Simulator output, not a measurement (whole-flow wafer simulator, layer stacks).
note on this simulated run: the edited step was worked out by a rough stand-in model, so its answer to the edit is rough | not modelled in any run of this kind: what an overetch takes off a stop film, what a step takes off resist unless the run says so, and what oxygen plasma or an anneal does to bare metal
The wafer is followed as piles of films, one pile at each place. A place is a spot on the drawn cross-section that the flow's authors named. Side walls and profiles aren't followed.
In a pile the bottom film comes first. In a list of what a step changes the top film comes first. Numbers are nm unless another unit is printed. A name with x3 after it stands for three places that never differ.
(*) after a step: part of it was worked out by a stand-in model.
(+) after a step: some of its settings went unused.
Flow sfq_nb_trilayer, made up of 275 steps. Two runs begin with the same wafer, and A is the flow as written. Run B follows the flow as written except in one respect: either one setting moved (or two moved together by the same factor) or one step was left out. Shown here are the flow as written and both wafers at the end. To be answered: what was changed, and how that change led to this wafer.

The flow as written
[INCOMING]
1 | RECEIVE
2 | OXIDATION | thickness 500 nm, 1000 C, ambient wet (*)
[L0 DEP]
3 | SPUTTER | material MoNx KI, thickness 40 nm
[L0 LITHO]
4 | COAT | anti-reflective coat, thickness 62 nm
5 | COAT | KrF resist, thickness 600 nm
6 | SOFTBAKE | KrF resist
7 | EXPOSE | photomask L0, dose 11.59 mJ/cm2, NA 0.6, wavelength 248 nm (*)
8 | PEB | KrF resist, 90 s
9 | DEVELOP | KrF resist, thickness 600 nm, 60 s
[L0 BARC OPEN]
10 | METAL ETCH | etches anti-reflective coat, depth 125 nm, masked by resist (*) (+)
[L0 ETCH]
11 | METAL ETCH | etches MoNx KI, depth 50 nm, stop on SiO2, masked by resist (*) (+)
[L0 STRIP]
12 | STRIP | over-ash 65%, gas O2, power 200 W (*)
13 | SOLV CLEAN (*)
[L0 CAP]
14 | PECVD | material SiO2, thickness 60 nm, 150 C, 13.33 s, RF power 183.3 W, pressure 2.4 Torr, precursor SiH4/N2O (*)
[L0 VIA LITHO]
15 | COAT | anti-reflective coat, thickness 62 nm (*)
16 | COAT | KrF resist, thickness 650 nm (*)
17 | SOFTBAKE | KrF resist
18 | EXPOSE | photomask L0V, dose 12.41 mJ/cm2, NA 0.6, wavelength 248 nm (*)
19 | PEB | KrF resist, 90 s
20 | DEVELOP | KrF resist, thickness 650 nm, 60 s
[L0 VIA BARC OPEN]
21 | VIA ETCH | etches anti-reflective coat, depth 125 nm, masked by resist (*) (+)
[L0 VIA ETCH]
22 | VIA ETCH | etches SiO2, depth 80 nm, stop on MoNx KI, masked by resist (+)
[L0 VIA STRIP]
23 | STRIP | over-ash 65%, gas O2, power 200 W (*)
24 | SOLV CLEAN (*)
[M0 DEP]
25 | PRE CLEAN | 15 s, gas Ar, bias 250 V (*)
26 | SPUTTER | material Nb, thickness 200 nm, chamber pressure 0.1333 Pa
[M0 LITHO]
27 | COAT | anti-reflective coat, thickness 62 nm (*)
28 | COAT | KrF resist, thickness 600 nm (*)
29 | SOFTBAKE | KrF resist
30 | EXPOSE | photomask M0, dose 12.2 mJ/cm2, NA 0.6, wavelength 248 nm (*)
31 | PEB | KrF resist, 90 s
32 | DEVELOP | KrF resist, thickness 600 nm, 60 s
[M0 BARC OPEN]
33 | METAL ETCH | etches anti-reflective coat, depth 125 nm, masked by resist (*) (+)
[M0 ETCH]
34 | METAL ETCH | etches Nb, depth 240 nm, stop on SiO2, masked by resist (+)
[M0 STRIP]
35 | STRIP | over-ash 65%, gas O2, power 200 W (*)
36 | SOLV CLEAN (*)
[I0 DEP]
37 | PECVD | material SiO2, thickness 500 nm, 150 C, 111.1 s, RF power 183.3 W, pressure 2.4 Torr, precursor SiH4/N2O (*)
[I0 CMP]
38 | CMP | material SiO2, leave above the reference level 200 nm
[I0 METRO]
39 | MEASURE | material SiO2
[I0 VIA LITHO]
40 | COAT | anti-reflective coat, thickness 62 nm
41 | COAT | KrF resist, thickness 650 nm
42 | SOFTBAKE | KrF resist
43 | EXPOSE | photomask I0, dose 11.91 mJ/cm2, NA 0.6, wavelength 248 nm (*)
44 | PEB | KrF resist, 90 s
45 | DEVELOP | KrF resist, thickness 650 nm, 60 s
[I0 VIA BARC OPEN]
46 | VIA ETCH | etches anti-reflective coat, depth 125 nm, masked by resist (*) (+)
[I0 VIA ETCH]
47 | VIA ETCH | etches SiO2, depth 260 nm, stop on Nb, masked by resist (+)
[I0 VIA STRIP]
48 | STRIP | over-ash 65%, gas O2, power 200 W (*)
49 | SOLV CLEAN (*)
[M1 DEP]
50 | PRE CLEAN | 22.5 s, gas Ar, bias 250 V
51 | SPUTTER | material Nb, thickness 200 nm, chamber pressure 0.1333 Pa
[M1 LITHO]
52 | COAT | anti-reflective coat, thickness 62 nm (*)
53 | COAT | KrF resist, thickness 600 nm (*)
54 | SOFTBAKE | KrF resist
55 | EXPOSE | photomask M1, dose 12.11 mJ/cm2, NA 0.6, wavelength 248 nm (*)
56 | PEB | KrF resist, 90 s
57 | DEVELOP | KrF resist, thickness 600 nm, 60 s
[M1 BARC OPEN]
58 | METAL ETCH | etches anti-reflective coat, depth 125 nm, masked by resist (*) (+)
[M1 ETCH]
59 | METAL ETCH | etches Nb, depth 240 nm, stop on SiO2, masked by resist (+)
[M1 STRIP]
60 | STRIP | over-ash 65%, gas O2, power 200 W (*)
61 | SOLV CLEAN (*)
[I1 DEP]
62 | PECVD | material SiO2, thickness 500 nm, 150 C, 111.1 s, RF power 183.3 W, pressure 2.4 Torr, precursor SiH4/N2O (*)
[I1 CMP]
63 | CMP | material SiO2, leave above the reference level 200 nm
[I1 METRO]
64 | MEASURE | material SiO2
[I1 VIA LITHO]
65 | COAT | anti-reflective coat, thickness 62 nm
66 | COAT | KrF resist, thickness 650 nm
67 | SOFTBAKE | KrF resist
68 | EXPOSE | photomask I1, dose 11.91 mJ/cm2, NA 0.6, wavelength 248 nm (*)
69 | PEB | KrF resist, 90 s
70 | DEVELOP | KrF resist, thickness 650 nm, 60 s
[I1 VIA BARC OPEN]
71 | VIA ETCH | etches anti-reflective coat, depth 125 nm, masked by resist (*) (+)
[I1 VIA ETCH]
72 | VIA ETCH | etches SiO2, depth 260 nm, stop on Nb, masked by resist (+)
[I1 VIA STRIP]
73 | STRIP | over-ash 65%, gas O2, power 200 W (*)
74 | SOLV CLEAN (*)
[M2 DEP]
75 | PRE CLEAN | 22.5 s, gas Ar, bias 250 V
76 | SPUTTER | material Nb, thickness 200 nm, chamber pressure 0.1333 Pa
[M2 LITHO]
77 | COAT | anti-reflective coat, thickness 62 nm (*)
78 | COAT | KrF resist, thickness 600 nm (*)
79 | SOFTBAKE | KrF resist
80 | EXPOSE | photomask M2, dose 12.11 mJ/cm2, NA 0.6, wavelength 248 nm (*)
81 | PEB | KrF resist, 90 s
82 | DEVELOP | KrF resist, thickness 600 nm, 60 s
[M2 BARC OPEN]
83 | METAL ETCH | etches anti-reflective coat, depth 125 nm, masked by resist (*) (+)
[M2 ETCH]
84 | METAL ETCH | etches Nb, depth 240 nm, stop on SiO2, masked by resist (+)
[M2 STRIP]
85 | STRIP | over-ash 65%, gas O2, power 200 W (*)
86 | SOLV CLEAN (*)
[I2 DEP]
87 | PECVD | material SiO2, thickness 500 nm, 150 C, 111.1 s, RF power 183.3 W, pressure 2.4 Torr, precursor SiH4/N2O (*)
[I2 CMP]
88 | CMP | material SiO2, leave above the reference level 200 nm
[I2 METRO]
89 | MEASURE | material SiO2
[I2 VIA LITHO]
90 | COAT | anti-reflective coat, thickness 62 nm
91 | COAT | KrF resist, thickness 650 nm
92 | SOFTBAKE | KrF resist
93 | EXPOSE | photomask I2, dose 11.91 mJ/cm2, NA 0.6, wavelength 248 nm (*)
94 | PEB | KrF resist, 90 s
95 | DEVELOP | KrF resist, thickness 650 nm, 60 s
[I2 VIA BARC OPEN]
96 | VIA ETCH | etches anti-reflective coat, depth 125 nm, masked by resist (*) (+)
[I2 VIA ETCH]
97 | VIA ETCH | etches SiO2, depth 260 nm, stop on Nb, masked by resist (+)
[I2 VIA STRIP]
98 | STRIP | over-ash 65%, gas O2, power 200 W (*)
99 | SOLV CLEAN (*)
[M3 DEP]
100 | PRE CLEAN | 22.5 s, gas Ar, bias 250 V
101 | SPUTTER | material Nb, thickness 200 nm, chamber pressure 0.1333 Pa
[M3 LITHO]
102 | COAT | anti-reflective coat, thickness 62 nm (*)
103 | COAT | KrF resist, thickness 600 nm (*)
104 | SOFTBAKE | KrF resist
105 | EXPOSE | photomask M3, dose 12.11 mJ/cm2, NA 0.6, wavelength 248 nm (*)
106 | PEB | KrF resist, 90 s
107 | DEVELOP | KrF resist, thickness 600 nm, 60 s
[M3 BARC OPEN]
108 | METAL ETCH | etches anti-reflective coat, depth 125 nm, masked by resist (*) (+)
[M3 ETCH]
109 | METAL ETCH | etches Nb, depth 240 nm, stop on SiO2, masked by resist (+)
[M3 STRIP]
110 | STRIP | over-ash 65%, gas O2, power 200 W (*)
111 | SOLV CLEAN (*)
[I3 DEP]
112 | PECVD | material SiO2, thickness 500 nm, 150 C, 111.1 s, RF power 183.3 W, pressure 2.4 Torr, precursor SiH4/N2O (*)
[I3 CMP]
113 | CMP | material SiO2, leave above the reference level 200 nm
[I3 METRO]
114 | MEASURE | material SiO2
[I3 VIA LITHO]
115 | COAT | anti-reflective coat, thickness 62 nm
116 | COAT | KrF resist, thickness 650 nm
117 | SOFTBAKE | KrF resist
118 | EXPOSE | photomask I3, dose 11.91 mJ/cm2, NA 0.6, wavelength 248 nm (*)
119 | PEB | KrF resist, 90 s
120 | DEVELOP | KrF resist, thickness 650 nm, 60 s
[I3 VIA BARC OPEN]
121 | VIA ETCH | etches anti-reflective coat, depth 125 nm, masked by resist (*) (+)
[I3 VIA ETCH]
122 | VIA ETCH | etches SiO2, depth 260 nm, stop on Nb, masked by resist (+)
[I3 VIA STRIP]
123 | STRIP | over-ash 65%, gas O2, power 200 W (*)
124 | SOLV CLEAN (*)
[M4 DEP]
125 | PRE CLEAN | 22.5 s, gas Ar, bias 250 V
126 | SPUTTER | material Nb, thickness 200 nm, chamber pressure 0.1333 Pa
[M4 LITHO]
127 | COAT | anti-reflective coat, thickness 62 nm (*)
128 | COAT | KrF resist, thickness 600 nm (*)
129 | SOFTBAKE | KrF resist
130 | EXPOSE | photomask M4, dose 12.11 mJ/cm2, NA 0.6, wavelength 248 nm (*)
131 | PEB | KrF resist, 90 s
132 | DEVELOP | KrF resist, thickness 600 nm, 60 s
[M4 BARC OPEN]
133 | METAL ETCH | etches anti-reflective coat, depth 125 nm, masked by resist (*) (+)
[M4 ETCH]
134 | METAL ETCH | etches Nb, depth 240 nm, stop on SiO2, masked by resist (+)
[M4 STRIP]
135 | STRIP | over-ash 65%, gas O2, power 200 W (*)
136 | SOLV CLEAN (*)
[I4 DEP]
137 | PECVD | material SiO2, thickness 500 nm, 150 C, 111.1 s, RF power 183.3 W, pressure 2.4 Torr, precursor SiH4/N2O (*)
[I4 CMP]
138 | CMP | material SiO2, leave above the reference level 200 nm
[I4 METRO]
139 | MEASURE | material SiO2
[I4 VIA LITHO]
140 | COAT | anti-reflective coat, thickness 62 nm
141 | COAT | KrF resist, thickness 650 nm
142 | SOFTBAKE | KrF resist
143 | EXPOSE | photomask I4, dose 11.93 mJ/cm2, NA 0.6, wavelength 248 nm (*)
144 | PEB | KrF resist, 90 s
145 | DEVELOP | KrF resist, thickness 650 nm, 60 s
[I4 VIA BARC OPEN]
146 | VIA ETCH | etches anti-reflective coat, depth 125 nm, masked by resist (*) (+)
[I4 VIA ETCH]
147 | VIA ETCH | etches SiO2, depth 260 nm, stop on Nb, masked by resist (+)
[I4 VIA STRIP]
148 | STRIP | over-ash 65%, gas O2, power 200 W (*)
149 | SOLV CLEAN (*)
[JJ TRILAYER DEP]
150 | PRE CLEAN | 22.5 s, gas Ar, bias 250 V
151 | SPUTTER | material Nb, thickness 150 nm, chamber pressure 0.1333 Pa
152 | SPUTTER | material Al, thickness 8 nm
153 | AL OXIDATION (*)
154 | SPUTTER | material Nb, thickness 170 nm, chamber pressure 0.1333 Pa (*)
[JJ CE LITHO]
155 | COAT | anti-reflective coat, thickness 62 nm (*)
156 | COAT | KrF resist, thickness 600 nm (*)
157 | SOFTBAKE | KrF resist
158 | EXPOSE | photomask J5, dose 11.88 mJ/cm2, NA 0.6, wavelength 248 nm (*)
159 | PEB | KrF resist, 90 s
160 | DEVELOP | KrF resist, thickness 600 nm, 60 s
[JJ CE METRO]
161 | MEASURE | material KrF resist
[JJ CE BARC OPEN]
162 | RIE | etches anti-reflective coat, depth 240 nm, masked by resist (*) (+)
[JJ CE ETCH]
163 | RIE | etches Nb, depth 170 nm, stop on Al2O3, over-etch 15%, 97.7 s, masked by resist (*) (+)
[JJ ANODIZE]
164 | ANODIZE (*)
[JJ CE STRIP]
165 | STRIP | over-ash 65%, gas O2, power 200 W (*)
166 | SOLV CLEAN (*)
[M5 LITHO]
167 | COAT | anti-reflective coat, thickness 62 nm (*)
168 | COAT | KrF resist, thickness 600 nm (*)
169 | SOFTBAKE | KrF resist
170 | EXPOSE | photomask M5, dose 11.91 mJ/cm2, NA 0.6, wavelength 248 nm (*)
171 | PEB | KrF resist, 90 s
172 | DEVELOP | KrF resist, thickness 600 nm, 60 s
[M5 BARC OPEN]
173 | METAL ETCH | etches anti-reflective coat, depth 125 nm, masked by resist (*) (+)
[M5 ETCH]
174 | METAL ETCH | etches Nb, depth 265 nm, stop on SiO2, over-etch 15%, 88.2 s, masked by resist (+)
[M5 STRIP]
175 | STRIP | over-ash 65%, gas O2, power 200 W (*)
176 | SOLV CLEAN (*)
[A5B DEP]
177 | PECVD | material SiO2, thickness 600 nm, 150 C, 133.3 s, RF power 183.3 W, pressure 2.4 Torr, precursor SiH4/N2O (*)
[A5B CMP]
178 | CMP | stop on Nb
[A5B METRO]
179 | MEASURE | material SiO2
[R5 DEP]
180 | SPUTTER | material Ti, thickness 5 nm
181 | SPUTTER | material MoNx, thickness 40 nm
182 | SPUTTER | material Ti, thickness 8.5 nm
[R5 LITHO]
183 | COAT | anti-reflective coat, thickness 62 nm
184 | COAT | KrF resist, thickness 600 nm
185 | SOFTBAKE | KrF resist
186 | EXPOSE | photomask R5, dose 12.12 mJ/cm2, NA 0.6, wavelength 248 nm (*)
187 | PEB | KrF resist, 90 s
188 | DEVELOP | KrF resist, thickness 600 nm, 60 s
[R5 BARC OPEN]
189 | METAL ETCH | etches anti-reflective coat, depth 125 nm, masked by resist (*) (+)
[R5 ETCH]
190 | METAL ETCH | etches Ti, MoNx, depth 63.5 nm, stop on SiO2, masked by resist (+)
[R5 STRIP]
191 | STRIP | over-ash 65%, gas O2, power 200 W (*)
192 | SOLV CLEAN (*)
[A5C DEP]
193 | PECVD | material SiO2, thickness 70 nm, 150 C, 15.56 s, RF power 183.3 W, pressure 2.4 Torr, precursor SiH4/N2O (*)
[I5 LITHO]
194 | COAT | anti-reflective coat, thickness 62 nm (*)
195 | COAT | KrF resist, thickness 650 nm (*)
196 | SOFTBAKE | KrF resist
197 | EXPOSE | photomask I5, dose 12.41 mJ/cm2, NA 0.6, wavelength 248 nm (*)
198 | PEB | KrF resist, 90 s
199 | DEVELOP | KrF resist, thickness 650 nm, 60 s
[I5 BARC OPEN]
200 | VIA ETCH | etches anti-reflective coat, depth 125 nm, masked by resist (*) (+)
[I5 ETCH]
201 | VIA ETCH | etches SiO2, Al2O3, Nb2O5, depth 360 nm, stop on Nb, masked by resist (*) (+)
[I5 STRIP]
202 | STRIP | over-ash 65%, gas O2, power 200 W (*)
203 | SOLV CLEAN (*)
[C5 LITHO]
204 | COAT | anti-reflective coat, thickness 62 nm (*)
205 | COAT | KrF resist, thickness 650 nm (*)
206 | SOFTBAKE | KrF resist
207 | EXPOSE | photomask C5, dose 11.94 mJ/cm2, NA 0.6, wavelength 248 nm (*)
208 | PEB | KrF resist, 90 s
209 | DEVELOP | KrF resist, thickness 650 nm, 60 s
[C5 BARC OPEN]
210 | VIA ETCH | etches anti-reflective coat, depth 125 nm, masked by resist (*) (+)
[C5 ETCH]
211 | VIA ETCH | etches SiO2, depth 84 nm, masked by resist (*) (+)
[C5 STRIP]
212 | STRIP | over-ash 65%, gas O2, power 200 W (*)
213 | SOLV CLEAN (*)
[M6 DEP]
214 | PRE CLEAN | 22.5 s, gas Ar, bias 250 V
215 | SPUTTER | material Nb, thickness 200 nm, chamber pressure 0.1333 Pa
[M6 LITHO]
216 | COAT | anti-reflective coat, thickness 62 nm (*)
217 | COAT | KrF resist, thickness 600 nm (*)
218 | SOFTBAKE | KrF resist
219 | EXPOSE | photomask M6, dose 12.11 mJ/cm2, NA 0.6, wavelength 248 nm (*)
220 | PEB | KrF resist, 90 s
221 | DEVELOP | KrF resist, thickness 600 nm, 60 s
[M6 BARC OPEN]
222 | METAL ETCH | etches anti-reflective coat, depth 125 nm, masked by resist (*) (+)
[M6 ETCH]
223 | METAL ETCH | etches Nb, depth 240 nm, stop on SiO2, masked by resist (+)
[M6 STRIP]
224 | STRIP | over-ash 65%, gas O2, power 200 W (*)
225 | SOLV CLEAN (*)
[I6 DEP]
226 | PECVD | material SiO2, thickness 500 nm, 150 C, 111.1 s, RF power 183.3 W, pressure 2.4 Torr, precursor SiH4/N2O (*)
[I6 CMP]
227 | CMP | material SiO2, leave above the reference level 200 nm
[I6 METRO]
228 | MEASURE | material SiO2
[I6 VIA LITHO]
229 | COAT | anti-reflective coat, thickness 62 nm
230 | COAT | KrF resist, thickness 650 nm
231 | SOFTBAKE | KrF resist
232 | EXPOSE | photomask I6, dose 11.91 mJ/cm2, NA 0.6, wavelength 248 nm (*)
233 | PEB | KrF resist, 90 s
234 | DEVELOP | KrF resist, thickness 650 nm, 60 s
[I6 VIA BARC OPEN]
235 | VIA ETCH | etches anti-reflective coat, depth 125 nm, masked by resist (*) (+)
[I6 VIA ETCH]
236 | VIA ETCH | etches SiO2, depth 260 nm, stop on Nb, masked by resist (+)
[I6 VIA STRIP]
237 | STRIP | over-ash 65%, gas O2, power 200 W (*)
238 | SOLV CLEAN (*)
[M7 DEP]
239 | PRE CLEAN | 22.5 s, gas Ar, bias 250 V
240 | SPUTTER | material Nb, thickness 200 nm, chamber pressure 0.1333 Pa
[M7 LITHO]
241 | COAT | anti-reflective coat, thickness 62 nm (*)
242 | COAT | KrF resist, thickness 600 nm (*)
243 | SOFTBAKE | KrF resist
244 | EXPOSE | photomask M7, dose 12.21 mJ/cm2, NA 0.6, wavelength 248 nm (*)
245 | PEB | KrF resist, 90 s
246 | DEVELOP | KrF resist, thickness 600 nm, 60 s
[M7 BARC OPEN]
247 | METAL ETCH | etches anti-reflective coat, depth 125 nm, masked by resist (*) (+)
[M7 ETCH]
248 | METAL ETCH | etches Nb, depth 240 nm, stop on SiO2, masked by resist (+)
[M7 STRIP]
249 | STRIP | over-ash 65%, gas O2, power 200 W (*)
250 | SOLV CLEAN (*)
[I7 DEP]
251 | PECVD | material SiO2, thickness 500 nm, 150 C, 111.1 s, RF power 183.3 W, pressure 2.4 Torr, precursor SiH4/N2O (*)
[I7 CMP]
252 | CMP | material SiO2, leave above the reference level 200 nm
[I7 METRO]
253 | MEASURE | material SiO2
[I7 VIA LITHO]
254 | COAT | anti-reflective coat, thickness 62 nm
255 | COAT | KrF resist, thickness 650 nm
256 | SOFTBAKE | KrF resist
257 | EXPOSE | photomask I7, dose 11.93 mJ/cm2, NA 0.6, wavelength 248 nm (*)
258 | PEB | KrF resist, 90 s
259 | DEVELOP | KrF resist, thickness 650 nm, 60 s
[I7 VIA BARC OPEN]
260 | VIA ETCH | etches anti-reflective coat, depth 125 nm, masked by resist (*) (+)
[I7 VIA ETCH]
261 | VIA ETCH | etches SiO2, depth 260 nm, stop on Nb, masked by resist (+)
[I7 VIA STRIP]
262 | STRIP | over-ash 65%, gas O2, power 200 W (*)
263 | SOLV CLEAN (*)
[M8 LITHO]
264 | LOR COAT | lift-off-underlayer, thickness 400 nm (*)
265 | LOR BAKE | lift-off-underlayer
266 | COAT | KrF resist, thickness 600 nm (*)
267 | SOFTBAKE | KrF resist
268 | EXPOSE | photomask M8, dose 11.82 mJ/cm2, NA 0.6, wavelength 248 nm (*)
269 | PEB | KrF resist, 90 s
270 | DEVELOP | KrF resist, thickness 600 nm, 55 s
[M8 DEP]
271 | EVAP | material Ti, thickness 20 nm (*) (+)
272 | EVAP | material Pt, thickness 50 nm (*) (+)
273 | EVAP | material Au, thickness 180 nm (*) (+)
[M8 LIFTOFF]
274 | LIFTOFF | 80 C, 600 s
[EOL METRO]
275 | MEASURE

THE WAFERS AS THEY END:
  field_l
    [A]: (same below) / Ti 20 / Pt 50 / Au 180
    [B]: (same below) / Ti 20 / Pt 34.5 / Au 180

What caused this: step 272, EVAP: thickness 34.5 nm was run, whereas the flow has thickness 50 nm.
One can read it off the wafer: field_l has Pt 34.5, and step 272 as written asks for 50 nm.

The path from the change to this, step by step:
  272 | EVAP | material Pt, thickness 50 nm (*) (+)
      field_l, v_sur, via_wl and 103 more: A Pt gains 50 (new film) | B Pt gains 34.5 (new film)
  274 | LIFTOFF | 80 C, 600 s
      p4_fl, p4_fm, p4_w1 and 71 more: A Au loses 180 (all of it), Pt loses 50 (all of it), Ti loses 20 (all of it), KrF resist loses 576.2 (all of it), lift-off-underlayer loses 400 (all of it) | B Au loses 180 (all of it), Pt loses 34.5 (all of it), Ti loses 20 (all of it), KrF resist loses 576.2 (all of it), lift-off-underlayer loses 400 (all of it)
      c5j, ce_r: A Au loses 180 (all of it), Pt loses 50 (all of it), Ti loses 20 (all of it), KrF resist loses 573.3 (all of it), lift-off-underlayer loses 399.3 (all of it) | B Au loses 180 (all of it), Pt loses 34.5 (all of it), Ti loses 20 (all of it), KrF resist loses 573.3 (all of it), lift-off-underlayer loses 399.3 (all of it)
      (and at 19 other places as well)
